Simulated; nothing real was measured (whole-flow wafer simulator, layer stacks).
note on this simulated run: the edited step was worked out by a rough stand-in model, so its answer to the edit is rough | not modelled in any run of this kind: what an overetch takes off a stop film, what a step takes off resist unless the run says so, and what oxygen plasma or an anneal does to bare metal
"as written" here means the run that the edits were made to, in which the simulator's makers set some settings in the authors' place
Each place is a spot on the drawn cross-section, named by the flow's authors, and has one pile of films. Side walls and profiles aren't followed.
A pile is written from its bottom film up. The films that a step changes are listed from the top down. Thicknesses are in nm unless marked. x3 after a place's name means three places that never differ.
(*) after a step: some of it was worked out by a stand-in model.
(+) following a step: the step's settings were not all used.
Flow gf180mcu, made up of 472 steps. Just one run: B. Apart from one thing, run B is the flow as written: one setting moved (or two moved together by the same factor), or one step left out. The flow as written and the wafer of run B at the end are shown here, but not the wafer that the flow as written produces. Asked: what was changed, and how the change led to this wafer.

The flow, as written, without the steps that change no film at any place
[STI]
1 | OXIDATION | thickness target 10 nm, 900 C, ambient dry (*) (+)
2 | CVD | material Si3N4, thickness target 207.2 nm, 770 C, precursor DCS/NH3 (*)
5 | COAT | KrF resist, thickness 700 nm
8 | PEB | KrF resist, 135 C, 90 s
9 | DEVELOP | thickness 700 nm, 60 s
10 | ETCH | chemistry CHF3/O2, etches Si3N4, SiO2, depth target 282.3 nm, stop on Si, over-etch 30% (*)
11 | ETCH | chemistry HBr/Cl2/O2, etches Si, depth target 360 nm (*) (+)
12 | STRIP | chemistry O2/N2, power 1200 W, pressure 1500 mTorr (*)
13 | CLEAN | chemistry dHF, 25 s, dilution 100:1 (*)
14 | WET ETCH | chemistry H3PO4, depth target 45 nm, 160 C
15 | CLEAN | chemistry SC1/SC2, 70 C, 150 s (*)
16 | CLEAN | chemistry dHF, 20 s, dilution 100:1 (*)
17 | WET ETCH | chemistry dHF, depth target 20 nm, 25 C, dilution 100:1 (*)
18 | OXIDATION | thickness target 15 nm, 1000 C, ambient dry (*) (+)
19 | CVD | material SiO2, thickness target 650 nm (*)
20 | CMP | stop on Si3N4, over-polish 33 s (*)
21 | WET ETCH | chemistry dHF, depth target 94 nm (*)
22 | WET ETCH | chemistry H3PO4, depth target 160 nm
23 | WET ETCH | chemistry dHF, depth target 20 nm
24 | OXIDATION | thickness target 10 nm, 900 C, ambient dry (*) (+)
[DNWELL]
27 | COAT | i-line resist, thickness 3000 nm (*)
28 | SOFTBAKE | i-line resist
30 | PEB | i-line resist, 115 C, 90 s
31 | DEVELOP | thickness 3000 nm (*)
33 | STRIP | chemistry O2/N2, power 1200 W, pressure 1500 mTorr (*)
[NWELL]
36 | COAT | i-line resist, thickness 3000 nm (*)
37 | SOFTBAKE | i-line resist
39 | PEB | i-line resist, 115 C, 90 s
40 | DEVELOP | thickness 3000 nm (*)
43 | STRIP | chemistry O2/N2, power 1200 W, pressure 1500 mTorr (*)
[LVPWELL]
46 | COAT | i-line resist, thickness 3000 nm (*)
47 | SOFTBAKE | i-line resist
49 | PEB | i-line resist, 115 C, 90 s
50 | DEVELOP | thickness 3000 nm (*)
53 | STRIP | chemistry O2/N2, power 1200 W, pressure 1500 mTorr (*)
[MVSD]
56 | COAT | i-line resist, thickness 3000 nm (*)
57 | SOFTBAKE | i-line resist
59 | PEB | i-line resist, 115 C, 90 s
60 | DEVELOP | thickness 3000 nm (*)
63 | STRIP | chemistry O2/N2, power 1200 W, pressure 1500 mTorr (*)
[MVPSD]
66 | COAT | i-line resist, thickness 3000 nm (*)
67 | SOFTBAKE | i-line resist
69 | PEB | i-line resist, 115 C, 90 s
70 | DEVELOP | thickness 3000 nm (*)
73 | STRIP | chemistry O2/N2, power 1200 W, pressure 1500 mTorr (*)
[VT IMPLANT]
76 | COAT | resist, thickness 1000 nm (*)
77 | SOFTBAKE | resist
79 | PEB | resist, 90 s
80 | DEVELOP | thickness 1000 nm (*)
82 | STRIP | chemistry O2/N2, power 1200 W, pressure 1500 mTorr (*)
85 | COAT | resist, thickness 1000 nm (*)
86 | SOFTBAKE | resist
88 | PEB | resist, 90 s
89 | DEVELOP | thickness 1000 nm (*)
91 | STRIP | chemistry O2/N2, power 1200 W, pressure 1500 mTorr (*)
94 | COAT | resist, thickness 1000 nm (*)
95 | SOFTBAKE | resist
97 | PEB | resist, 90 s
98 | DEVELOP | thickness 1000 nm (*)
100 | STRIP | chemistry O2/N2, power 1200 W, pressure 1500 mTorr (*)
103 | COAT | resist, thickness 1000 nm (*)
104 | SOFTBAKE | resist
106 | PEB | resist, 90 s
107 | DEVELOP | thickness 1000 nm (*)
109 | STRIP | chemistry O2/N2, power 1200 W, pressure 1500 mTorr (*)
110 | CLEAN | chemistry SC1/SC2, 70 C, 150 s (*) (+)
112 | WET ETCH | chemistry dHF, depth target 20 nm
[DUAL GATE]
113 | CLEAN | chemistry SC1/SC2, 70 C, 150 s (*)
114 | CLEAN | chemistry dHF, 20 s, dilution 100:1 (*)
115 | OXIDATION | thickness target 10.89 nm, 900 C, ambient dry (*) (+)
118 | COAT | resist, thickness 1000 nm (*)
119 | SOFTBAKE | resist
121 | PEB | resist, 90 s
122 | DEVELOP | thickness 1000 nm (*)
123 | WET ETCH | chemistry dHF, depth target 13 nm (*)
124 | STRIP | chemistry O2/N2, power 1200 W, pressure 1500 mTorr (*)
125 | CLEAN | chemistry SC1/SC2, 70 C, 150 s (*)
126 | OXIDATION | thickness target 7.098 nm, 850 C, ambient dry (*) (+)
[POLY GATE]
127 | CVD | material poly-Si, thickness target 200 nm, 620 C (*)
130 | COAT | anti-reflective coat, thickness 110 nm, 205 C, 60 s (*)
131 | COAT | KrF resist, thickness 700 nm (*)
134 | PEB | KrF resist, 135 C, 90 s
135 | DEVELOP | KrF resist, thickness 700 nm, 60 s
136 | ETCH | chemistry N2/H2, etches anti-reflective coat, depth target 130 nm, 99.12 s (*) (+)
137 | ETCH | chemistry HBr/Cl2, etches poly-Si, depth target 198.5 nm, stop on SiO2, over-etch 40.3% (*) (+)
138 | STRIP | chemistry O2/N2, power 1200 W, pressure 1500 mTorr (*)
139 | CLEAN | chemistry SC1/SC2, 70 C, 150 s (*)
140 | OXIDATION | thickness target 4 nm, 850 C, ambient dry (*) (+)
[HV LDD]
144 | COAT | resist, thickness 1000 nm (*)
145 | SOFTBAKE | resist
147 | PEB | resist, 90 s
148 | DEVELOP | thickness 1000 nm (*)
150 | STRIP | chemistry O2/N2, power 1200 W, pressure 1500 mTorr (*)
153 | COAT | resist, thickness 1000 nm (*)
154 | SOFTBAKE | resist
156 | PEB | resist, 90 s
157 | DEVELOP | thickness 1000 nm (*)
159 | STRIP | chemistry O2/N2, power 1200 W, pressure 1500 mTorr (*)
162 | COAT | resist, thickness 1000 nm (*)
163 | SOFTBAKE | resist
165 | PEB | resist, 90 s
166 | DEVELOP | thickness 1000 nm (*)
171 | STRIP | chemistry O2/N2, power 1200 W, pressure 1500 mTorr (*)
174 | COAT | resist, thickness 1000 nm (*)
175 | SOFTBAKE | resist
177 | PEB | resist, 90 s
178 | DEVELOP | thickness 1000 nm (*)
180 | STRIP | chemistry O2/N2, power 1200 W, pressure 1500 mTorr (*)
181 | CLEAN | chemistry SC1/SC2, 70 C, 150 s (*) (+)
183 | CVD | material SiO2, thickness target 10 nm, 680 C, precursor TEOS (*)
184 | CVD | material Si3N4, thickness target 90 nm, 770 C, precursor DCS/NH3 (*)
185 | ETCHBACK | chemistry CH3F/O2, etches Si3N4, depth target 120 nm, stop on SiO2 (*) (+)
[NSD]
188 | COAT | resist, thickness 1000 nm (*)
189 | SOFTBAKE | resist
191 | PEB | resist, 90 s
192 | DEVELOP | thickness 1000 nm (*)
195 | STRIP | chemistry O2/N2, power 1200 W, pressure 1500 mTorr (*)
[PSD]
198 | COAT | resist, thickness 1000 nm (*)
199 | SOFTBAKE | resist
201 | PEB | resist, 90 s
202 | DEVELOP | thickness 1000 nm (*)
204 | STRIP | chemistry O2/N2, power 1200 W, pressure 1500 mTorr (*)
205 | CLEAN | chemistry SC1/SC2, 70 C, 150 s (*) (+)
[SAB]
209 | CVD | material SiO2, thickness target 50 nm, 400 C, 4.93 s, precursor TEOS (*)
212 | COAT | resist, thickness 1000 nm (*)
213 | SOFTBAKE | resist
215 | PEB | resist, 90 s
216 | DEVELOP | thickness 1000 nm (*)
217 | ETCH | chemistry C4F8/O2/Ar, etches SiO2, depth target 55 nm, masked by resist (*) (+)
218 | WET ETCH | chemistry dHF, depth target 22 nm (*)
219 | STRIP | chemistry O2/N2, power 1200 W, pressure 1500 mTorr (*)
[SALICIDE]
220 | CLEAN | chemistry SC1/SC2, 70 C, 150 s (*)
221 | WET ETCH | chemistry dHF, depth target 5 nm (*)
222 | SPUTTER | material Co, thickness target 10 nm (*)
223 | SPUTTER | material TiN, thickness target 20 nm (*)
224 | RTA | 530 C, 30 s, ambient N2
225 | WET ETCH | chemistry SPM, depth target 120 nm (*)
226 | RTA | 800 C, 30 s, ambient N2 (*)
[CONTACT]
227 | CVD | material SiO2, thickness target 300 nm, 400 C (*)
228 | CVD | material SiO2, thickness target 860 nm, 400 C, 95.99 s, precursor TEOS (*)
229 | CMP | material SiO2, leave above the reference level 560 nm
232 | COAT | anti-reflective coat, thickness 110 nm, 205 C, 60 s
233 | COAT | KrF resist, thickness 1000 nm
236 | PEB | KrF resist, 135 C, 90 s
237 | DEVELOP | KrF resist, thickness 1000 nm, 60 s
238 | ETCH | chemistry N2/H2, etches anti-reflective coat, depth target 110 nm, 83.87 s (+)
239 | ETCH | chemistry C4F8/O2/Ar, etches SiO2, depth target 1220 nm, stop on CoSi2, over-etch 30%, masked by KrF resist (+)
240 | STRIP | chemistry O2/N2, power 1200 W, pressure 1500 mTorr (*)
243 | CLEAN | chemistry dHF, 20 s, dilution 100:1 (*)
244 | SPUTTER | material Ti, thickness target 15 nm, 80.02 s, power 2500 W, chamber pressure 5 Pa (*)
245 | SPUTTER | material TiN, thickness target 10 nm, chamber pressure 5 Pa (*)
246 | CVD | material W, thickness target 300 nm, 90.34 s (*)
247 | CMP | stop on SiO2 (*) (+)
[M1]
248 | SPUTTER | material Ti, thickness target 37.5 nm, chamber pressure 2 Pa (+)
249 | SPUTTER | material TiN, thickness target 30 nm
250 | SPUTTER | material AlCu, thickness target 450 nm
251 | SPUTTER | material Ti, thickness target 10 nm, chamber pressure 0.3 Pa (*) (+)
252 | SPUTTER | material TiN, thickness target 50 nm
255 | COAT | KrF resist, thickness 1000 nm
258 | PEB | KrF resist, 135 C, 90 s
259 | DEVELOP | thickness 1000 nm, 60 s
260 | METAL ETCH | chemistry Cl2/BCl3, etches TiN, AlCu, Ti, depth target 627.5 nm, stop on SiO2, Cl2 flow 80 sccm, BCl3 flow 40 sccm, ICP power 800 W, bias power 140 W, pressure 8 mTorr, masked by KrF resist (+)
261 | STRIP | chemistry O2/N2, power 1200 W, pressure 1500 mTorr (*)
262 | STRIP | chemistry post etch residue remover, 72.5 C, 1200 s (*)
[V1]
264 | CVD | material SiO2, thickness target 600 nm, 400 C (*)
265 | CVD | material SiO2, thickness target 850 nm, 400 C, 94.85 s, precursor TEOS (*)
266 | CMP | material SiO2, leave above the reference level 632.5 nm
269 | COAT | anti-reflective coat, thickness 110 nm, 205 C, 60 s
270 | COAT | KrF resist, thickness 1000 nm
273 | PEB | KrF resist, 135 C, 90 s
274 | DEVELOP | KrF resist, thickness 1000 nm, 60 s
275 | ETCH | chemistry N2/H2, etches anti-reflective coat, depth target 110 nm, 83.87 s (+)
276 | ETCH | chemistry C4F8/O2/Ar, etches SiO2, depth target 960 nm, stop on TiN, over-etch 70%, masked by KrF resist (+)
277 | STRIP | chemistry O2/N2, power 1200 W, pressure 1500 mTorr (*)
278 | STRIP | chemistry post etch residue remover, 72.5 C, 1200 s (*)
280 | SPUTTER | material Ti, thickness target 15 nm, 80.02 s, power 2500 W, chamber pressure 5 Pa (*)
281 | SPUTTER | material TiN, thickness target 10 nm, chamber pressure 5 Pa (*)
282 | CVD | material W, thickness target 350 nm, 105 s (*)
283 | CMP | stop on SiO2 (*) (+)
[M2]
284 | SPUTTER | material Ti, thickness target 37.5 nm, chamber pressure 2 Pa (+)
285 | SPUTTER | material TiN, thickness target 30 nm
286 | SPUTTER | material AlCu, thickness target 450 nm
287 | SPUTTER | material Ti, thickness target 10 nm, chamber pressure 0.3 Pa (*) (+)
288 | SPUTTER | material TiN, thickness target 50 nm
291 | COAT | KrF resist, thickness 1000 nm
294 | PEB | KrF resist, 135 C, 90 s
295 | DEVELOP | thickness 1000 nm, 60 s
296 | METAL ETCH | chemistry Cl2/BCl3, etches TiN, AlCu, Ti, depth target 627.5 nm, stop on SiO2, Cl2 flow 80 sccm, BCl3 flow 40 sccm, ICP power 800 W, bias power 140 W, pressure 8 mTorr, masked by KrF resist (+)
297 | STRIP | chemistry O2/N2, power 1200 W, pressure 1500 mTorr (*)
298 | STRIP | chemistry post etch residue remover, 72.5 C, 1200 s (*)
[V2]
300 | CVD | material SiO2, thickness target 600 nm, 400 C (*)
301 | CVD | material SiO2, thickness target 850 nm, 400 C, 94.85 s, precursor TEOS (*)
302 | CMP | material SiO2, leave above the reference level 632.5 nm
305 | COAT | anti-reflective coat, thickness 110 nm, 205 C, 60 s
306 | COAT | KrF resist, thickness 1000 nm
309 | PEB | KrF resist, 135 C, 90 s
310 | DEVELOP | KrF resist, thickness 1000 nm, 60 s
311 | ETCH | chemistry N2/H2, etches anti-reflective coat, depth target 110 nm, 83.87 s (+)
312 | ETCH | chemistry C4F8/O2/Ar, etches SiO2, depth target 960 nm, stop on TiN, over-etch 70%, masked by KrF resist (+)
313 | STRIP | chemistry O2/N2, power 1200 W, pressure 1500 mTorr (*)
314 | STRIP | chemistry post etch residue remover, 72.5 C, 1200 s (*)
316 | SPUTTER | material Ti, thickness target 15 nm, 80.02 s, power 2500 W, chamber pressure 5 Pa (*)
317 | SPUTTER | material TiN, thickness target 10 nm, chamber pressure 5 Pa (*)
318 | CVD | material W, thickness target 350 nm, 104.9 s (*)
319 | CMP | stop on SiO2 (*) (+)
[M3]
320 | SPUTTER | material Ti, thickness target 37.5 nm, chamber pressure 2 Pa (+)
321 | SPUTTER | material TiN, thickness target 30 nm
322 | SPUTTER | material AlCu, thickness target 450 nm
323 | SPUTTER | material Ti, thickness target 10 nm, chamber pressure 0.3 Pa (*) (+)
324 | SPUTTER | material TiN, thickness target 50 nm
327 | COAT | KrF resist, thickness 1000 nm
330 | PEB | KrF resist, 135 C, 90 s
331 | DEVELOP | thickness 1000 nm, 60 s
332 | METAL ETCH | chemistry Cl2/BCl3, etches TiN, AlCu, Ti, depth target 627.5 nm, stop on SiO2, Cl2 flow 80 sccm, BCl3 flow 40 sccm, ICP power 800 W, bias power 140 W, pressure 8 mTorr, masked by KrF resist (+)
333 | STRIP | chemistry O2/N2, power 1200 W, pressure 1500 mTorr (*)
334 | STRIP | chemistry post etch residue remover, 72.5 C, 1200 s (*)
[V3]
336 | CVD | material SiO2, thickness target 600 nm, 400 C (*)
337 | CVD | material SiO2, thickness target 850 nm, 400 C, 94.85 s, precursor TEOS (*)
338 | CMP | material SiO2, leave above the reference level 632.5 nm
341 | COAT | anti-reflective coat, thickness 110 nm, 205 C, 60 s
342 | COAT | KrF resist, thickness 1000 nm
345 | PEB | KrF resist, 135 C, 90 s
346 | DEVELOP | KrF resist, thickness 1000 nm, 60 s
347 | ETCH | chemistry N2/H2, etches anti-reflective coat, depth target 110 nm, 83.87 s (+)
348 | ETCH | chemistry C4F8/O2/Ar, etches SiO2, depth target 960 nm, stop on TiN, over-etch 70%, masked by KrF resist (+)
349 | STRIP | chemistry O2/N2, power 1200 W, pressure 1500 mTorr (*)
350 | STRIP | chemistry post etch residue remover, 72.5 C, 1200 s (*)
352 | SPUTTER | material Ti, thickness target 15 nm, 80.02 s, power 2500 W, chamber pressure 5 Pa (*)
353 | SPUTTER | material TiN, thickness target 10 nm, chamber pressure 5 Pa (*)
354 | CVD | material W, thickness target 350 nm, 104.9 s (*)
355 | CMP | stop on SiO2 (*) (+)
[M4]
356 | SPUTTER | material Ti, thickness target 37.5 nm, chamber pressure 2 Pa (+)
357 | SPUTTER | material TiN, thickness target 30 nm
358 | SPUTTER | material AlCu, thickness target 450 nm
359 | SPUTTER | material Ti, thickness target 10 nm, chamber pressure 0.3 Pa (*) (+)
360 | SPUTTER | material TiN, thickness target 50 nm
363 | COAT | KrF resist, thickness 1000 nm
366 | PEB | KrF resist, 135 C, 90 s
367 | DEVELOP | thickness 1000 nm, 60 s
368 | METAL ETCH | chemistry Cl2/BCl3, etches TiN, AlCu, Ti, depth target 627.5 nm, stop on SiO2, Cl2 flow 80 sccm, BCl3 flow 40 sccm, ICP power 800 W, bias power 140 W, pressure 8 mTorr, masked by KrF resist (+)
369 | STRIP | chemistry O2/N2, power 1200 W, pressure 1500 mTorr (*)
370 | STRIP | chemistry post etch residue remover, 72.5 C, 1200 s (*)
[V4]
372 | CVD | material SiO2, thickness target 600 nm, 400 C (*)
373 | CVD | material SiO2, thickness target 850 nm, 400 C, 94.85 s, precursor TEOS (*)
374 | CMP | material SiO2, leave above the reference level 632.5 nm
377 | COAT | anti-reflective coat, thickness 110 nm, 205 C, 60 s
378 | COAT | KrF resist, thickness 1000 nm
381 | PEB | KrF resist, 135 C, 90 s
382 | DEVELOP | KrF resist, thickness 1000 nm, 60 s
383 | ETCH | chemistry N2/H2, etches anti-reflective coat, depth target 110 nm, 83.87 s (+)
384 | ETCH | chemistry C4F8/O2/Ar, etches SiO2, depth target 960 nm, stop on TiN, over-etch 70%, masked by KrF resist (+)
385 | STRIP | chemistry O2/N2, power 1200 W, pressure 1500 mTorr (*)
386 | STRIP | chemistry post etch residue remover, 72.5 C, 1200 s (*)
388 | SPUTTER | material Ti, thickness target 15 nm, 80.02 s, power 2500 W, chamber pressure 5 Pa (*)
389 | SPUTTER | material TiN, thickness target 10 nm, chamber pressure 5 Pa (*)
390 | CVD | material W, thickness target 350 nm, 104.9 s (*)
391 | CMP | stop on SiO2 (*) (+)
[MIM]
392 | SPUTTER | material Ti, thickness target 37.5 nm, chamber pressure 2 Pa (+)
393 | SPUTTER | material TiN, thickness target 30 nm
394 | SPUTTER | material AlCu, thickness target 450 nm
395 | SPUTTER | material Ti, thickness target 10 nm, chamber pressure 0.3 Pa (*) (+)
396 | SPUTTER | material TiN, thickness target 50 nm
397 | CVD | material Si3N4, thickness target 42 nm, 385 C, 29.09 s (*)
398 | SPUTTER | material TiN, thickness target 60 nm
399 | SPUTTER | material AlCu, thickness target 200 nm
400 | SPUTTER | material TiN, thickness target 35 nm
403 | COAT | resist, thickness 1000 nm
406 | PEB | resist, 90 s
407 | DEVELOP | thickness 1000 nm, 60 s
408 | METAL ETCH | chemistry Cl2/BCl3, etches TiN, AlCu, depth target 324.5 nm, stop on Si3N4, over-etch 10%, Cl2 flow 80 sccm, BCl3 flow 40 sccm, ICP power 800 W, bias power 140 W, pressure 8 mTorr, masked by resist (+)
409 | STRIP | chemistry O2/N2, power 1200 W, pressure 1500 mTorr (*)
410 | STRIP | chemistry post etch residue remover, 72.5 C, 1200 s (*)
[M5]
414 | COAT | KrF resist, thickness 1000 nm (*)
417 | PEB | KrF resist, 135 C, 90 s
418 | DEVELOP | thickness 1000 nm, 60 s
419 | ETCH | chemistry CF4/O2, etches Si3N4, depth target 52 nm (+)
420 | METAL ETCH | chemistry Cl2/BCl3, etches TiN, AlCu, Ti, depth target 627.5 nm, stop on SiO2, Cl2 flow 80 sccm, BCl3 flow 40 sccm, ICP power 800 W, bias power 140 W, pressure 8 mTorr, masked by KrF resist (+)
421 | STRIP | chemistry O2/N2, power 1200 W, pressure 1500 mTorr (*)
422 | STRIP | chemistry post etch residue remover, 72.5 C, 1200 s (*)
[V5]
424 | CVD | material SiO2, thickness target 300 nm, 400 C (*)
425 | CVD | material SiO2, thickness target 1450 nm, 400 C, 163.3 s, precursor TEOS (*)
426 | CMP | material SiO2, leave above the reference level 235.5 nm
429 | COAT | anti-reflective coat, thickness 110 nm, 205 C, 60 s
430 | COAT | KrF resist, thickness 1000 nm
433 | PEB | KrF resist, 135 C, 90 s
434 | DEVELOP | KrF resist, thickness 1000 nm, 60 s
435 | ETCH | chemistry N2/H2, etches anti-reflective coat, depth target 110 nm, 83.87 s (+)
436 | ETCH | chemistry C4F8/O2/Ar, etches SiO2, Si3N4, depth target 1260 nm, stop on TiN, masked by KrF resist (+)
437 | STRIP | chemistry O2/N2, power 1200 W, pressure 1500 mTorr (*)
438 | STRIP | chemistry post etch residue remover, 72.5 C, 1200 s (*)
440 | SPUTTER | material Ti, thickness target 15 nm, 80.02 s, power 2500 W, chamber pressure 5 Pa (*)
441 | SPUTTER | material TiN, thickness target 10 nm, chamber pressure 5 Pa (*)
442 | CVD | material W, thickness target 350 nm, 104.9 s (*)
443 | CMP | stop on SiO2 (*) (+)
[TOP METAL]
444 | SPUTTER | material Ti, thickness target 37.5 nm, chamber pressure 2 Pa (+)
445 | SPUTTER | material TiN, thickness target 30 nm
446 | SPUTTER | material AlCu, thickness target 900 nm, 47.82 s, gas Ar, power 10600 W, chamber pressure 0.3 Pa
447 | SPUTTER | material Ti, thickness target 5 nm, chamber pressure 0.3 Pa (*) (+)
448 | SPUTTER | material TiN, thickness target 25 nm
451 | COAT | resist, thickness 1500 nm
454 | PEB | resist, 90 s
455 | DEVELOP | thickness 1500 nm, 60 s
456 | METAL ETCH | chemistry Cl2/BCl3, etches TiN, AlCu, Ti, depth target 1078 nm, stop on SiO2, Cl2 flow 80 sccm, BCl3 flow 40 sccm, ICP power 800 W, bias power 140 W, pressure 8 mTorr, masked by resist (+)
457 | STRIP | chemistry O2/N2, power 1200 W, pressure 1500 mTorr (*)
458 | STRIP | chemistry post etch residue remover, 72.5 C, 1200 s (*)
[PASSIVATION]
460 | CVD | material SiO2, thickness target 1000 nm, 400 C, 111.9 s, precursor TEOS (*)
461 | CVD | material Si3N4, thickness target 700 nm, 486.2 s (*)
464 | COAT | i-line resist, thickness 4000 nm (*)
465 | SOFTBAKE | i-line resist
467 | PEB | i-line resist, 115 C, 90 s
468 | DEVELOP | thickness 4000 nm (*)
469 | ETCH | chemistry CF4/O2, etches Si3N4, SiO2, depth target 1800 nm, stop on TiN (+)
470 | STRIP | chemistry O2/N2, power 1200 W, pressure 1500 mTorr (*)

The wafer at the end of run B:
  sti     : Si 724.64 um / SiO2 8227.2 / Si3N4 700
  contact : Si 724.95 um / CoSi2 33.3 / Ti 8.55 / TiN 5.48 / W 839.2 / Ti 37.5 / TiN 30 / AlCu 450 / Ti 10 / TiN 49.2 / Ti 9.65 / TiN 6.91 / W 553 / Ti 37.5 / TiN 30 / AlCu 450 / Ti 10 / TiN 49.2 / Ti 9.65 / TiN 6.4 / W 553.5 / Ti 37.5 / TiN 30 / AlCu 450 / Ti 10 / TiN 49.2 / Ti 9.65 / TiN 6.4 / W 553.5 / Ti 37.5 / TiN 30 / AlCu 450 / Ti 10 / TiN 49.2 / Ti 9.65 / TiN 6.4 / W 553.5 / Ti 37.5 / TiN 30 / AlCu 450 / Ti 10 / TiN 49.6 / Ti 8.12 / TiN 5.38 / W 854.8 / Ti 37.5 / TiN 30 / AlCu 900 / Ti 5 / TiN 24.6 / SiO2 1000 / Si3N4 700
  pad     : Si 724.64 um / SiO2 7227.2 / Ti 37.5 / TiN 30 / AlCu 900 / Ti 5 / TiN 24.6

What caused this: step 281, SPUTTER: thickness target 10.8 nm was run, while the flow as written has thickness target 10 nm.

How this came from the change, step by step:
  281 | SPUTTER | material TiN, thickness target 10 nm, chamber pressure 5 Pa (*)
      field, field__w1, field__w2 and 107 more: TiN gains 10.8 (new film) (as written it would have been: TiN gains 10 (new film))
      contact: TiN gains 6.91 (new film) (as written it would have been: TiN gains 6.4 (new film))
  283 | CMP | stop on SiO2 (*) (+)
      field, field__w1, field__w2 and 107 more: W loses 350 (all of it), TiN loses 10.8 (all of it), Ti loses 15 (all of it), SiO2 loses 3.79 (as written it would have been: W loses 350 (all of it), TiN loses 10 (all of it), Ti loses 15 (all of it), SiO2 loses 3.78)
